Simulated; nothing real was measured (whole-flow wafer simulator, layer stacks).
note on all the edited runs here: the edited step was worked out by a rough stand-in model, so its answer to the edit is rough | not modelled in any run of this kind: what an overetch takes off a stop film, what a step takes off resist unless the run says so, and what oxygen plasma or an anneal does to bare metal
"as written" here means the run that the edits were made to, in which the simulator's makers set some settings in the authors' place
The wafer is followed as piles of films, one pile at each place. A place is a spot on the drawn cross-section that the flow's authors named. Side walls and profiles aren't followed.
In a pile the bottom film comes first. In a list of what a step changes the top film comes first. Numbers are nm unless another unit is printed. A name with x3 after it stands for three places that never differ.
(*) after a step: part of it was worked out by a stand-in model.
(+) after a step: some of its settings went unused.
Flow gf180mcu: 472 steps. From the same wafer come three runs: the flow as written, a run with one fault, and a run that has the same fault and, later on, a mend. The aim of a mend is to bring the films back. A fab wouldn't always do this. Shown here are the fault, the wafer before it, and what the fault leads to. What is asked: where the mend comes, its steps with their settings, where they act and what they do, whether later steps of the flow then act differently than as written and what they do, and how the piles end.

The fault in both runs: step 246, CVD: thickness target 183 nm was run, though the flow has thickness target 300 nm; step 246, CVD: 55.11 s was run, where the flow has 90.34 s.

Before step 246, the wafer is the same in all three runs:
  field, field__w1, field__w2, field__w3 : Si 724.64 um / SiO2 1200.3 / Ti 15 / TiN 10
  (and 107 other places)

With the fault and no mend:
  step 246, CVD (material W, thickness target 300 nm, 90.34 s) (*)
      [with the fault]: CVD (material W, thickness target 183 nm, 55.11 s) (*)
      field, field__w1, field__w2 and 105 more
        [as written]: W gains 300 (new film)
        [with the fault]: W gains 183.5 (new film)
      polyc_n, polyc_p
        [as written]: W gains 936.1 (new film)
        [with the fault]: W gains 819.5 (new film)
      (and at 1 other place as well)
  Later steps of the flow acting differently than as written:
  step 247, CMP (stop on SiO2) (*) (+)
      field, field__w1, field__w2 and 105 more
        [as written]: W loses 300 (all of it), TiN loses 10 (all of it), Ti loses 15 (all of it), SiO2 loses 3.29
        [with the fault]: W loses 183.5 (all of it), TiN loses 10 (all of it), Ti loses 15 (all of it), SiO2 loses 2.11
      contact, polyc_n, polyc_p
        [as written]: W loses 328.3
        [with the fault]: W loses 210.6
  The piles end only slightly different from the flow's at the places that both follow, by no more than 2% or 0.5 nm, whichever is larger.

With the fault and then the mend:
  The mend stands after step 246.
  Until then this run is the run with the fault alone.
  step 246a, CVD (material W, thickness target 117 nm, 35.23 s) (the flow's step 246 again, with other settings)
      field, field__w1, field__w2 and 108 more
        W gains 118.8
  None of the later steps of the flow differs from how it acts as written, at any place that is followed, by more than 2% or 0.5 nm, whichever is larger.
  The piles end only slightly different from the flow's at the places that both follow, by no more than 2% or 0.5 nm, whichever is larger.
